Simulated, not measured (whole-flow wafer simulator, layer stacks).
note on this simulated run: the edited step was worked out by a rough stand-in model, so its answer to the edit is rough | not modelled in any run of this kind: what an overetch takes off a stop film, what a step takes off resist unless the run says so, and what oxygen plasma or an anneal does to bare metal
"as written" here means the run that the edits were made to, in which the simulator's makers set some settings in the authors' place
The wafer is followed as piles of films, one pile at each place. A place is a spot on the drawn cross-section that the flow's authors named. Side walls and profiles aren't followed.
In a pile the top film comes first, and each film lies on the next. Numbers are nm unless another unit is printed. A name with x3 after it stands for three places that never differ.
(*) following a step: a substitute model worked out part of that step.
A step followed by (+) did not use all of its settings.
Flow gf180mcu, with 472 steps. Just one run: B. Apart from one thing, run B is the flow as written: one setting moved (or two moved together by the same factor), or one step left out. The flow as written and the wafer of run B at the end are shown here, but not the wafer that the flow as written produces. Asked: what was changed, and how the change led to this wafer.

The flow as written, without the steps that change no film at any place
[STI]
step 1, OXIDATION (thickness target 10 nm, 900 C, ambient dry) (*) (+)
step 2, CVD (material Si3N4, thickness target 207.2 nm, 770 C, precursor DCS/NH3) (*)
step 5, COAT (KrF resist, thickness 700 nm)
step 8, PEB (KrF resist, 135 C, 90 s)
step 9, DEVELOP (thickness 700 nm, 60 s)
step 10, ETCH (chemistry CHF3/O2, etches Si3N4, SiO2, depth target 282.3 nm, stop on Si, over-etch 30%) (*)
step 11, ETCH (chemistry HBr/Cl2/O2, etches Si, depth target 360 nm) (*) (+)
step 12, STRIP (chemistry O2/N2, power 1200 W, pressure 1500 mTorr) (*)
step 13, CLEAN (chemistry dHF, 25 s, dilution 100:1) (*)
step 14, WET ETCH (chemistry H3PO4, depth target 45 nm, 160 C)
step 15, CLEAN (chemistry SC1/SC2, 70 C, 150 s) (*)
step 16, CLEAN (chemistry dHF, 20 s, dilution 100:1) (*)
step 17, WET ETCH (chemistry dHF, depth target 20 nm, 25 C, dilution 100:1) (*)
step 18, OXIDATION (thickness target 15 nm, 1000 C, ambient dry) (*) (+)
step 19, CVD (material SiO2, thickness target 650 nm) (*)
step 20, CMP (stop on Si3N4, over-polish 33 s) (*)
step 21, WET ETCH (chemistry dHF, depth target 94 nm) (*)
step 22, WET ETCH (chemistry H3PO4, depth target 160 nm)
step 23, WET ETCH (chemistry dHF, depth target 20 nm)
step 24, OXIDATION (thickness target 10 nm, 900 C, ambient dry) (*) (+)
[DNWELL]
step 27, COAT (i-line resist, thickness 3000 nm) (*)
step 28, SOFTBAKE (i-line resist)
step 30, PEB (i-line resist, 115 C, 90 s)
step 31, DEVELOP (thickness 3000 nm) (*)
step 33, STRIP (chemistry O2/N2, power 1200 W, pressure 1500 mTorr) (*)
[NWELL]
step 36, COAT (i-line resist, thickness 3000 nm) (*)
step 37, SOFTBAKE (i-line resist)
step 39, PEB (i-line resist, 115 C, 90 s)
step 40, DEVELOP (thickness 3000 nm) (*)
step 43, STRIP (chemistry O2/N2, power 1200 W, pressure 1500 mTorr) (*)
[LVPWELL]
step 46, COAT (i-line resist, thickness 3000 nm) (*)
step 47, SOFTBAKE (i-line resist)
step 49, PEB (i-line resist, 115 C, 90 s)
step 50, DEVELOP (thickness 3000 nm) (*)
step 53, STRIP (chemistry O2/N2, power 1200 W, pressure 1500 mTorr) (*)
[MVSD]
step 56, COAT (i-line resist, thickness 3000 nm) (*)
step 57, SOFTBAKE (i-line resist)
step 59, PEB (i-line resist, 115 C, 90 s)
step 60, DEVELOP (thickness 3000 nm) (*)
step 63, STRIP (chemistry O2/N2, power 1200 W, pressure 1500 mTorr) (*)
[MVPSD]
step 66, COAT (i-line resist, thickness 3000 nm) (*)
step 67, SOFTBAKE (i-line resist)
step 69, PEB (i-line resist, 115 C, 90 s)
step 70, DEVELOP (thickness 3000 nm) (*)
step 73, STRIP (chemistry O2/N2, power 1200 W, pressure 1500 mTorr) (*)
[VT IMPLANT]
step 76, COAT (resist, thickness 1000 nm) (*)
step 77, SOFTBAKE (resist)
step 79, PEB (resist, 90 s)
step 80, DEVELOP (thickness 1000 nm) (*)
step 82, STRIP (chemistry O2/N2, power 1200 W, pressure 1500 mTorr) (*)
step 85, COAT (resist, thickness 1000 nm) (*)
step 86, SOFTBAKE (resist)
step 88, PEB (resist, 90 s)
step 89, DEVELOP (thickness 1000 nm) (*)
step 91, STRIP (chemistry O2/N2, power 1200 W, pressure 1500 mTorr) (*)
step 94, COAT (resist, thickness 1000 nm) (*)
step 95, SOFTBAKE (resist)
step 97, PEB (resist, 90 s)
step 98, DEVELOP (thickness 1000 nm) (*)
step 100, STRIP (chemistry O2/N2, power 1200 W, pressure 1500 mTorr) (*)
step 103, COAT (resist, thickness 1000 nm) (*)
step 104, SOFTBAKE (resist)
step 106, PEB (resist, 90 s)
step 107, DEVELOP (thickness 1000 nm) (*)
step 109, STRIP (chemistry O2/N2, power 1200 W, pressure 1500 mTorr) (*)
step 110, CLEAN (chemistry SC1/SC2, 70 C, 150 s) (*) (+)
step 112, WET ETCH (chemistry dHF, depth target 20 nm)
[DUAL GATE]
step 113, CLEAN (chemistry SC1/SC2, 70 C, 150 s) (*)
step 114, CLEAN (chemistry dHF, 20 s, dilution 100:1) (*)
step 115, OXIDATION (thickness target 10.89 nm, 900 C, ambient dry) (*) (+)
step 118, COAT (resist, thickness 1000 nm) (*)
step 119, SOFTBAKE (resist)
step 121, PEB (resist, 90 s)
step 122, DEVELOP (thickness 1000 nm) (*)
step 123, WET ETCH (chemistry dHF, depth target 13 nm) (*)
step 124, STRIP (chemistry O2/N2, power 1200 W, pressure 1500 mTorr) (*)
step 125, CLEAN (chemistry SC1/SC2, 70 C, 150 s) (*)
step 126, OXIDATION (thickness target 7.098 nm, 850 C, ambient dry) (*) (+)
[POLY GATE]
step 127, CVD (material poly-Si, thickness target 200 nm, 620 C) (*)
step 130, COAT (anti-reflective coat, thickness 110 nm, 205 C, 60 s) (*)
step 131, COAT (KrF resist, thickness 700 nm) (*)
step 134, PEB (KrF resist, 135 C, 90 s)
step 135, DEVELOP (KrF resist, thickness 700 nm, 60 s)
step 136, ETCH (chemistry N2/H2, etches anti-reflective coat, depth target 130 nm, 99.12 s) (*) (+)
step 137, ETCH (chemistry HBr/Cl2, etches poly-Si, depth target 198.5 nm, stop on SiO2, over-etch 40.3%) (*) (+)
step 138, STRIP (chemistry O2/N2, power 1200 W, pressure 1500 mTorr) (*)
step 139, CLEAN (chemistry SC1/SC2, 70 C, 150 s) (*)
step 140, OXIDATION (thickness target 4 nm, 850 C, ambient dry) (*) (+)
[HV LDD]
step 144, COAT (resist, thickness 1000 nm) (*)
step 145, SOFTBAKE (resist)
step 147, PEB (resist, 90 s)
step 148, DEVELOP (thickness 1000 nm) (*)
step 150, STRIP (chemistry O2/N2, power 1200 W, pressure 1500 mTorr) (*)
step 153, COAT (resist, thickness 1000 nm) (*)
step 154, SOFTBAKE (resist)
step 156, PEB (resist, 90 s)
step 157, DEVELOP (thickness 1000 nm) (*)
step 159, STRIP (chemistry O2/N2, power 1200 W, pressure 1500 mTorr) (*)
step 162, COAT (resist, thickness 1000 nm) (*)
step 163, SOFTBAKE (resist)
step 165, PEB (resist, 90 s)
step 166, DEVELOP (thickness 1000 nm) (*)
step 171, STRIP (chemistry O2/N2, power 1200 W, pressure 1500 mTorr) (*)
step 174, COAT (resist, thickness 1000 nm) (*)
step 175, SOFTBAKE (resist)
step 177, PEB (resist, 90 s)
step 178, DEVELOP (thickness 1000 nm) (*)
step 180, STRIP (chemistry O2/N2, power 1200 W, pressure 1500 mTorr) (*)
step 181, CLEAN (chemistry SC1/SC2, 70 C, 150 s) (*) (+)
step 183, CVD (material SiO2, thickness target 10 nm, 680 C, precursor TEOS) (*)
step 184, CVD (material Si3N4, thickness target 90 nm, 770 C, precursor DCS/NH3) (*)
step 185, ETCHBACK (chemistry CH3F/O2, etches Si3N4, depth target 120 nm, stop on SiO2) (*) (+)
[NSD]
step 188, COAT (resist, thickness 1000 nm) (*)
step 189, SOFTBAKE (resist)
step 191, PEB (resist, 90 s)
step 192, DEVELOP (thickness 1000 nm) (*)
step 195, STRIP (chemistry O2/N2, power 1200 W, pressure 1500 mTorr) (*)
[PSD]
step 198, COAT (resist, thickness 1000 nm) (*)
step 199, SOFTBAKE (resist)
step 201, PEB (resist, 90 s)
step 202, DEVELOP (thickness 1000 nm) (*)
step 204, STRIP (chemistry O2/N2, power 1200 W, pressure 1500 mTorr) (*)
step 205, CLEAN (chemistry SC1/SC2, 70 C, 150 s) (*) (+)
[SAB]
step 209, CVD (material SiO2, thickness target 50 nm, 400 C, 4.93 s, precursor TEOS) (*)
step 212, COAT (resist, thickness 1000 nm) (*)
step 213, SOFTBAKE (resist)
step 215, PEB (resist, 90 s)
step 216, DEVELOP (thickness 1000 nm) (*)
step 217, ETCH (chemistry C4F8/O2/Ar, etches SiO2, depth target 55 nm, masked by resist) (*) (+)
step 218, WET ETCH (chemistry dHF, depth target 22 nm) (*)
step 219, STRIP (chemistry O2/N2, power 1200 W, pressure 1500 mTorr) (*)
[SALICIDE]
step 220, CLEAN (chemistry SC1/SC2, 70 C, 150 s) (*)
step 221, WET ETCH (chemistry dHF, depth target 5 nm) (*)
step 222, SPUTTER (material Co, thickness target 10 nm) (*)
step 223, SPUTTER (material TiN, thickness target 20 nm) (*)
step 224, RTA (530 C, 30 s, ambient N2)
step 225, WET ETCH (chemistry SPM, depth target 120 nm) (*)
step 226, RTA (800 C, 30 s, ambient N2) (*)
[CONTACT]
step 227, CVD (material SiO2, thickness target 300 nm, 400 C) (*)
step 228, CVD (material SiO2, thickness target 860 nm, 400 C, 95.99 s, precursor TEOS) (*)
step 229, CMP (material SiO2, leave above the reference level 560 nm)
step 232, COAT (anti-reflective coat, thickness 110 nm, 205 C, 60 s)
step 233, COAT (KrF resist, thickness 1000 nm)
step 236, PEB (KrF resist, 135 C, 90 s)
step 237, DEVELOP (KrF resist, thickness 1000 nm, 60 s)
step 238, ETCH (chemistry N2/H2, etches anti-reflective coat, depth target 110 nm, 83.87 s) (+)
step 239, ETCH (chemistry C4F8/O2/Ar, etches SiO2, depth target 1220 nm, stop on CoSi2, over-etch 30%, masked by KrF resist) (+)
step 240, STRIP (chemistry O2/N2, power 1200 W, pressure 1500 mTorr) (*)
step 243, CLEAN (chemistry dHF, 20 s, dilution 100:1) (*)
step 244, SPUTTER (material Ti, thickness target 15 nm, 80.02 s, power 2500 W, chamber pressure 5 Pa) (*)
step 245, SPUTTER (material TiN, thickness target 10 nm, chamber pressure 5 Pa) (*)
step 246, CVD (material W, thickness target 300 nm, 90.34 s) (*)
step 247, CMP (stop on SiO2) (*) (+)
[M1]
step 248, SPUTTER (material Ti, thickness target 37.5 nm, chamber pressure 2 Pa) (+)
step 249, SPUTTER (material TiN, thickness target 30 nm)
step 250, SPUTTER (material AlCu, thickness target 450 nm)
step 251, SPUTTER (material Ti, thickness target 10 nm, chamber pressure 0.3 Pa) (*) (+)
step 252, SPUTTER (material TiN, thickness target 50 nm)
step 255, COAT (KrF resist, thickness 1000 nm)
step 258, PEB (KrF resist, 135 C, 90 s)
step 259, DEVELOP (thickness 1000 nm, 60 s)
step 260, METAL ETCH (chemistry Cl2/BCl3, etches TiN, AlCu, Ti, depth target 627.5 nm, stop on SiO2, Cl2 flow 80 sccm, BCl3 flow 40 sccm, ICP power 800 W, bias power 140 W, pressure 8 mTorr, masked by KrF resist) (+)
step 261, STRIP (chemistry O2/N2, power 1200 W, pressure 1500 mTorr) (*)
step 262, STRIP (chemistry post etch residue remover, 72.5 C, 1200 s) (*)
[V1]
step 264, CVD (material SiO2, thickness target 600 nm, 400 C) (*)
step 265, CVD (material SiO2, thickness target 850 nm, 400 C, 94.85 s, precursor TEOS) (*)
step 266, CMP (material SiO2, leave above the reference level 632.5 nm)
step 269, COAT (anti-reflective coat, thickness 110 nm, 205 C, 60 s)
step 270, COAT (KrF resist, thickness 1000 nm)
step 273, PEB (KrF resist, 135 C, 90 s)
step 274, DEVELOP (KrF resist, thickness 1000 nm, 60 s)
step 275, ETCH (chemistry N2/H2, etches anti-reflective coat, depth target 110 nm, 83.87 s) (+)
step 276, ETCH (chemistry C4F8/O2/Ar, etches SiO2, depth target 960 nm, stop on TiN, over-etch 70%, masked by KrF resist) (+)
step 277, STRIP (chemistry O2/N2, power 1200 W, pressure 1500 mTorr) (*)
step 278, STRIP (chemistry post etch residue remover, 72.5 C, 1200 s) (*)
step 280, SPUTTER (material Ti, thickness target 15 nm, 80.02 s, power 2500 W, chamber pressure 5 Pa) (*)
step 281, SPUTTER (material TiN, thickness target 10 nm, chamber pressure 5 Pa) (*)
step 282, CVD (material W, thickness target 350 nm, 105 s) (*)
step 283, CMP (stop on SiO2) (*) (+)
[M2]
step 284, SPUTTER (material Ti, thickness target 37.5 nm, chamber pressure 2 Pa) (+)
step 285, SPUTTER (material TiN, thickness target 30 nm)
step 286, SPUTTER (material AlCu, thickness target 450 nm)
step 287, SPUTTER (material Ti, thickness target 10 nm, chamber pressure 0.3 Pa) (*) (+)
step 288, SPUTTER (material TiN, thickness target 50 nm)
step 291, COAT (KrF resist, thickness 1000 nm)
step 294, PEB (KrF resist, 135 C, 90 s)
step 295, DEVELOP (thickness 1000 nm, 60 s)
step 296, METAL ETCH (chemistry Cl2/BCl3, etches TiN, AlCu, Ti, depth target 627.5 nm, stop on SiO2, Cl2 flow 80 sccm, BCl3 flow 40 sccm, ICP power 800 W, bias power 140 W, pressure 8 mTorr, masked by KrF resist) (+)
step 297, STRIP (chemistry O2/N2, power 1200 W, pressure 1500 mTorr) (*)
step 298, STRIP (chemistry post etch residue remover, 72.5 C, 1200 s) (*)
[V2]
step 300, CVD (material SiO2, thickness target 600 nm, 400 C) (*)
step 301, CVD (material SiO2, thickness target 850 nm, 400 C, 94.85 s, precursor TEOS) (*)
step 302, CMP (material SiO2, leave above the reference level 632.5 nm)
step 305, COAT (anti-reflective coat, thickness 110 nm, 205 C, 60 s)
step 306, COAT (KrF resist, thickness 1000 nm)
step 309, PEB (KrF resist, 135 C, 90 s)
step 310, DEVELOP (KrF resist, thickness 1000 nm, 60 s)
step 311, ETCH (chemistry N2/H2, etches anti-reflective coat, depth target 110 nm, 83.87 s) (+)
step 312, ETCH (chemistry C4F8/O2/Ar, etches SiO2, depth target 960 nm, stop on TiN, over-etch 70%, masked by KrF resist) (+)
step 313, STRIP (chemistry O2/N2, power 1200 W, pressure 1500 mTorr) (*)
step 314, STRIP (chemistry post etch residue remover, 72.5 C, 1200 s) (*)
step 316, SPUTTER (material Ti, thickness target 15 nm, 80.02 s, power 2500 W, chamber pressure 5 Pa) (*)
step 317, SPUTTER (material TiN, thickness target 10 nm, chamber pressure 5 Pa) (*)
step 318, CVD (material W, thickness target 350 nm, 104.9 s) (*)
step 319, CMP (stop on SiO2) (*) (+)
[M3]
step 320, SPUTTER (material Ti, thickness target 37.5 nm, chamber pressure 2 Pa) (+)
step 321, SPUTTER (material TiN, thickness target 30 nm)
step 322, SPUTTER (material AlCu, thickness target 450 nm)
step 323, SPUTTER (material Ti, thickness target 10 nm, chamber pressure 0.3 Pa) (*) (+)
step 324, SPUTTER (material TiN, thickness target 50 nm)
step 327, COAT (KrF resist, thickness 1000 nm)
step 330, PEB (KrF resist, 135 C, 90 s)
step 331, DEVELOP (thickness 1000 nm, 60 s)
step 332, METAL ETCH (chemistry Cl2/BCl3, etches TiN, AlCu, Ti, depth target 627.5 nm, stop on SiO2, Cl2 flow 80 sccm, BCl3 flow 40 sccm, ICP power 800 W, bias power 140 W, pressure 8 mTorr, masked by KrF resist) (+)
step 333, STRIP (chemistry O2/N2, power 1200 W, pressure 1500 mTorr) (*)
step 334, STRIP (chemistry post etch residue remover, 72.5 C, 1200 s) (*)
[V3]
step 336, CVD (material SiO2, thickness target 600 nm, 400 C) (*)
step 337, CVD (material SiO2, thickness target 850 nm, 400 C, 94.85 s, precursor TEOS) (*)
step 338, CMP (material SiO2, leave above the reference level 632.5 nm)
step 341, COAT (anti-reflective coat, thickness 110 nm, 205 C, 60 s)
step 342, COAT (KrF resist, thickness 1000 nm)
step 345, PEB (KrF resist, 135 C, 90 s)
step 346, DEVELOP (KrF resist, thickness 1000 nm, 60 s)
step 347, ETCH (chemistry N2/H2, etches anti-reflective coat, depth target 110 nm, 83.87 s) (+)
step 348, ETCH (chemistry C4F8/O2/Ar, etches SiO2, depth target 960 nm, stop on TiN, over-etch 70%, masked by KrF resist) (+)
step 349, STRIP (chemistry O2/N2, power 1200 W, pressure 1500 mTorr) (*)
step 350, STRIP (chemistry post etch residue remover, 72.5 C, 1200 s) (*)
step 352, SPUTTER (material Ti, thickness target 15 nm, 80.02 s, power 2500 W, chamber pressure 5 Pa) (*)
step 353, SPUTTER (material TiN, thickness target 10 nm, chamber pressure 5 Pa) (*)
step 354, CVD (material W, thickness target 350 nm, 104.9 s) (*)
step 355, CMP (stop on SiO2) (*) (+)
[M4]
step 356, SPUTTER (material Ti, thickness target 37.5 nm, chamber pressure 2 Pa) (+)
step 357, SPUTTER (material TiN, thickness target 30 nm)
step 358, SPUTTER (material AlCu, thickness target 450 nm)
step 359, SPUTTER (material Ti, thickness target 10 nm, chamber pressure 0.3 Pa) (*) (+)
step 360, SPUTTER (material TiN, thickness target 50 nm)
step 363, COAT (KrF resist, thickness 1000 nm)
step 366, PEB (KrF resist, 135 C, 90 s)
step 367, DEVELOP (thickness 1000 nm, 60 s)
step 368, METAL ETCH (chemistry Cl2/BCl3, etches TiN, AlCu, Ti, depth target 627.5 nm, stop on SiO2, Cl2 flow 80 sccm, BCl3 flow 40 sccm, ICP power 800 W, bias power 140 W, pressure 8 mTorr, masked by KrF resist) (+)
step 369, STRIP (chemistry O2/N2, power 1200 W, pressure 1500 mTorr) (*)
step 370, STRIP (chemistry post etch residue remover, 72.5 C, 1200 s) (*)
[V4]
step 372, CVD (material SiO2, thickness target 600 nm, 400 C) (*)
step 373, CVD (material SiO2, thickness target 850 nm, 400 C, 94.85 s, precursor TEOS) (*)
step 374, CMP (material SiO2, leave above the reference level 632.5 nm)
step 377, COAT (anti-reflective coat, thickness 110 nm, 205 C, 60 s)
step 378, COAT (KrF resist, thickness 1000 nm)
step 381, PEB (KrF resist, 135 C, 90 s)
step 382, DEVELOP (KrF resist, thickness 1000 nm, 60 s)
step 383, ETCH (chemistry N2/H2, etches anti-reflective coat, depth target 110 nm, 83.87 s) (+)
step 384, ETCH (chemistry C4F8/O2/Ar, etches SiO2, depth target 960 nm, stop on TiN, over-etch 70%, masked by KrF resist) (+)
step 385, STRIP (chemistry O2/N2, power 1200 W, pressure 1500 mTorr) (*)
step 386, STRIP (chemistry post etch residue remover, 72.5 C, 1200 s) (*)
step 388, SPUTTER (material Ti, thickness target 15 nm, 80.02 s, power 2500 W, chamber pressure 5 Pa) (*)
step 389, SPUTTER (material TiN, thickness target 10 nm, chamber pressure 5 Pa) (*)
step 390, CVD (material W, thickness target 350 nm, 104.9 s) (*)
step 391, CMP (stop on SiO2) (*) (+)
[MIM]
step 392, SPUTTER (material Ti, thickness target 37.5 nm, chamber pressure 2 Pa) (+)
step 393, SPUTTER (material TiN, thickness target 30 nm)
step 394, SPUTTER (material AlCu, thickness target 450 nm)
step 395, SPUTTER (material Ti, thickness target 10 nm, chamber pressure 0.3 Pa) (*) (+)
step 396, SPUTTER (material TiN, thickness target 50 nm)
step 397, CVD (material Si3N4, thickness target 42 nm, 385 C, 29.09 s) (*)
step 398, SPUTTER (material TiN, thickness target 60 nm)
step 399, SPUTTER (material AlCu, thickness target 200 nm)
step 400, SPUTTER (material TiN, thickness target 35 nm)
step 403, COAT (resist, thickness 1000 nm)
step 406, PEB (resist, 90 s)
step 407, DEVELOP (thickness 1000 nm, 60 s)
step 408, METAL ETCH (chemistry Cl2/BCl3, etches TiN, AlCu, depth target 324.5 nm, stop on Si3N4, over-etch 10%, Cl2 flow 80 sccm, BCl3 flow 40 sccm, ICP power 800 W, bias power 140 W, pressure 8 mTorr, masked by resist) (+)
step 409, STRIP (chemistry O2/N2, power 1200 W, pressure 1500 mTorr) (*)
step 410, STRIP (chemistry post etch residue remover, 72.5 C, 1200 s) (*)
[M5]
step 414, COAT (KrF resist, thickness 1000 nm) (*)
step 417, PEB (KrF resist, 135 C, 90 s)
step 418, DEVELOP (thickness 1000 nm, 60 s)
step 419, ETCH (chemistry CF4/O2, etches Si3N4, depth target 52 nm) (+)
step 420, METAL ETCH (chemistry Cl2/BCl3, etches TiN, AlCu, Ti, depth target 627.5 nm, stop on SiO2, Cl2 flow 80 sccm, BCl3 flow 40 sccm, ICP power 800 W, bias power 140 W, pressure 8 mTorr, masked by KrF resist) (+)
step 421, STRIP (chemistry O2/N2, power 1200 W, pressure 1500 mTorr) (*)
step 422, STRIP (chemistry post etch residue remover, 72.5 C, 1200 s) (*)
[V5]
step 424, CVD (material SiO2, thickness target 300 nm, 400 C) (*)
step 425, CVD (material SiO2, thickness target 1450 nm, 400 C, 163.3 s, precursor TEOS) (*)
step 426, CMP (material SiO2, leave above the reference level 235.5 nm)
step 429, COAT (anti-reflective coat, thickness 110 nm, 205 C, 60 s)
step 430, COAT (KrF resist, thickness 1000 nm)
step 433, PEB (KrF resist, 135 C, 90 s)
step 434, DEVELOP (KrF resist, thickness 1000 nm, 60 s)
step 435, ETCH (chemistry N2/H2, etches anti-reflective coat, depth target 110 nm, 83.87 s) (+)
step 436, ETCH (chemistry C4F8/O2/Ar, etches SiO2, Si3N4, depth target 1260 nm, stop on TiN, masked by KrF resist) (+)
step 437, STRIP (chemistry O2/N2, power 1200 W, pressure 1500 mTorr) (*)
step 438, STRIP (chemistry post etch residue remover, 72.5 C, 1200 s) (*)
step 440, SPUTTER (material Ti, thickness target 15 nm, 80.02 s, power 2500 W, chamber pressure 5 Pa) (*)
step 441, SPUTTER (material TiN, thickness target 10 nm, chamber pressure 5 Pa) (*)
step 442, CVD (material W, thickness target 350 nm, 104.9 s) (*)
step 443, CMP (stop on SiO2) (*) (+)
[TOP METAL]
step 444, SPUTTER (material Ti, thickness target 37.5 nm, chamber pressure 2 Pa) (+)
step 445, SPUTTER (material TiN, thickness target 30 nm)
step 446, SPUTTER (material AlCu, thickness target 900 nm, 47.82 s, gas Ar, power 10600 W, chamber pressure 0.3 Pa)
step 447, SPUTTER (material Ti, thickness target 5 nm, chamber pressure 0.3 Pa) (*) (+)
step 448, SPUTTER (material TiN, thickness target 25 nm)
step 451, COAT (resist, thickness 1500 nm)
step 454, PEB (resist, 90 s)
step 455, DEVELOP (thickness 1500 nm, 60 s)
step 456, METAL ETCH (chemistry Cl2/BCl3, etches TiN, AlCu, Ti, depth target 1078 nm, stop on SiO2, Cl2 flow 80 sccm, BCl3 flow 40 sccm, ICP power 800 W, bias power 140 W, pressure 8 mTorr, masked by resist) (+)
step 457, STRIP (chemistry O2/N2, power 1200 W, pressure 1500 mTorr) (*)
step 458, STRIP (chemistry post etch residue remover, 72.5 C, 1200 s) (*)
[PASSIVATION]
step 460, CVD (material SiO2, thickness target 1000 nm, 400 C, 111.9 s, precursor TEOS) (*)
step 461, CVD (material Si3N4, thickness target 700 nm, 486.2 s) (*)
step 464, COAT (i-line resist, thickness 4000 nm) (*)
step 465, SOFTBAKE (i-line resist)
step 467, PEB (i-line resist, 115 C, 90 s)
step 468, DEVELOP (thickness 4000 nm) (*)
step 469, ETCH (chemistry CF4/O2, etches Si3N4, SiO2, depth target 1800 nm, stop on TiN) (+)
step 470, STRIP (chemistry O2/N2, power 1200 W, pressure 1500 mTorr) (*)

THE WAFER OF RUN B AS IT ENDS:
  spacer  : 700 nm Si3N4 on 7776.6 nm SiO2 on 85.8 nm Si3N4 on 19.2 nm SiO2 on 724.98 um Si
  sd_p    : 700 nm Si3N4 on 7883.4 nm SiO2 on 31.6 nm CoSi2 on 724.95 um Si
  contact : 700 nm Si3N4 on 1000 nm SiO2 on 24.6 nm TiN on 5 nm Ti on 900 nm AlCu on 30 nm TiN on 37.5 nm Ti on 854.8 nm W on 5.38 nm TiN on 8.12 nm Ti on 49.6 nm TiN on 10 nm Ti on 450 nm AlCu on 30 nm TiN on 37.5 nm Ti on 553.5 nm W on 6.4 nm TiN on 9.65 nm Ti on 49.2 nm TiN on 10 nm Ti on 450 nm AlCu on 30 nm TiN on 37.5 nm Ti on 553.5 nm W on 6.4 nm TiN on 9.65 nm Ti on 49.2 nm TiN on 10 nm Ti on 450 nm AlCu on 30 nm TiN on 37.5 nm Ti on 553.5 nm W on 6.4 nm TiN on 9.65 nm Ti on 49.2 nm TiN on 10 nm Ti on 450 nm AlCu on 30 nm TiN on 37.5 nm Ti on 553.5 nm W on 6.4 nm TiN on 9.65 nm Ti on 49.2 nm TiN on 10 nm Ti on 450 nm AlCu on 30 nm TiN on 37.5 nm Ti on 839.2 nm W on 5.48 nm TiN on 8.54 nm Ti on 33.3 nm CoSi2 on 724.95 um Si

Cause: step 183, CVD: thickness target 12 nm was run, while the flow as written has thickness target 10 nm.

Step by step, how the change led to this:
  step 183, CVD (material SiO2, thickness target 10 nm, 680 C, precursor TEOS) (*)
      field, field__w1, field__w2 and 99 more: +12 SiO2 (it would be, as written: +10 SiO2)
      ld_drift_p: +11.8 SiO2 (it would be, as written: +9.87 SiO2)
      (and at 1 other place as well)
  step 189, SOFTBAKE (resist)
      field__w9: -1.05 resist (it would be, as written: +1.85 resist)
      nw_enc_fld_lv__w3: -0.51 resist (it would be, as written: +0.35 resist)
      (and at 1 other place as well)
  step 199, SOFTBAKE (resist)
      field__w9: -1.05 resist (it would be, as written: +1.85 resist)
      nw_enc_fld_lv__w3: -0.51 resist (it would be, as written: +0.35 resist)
      (and at 1 other place as well)
  step 218, WET ETCH (chemistry dHF, depth target 22 nm) (*)
      gate, gate_hv, gate_p and 23 more: -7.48 SiO2 (all of it) (it would be, as written: -5.48 SiO2 (all of it))
      active, p_well, sd_n, iso_ptap_pw, iso_ntap_nw, iso_ptap_sub, vpnp_e: -11 SiO2 (all of it) (it would be, as written: -9.01 SiO2 (all of it))
      (and at 16 other places as well)
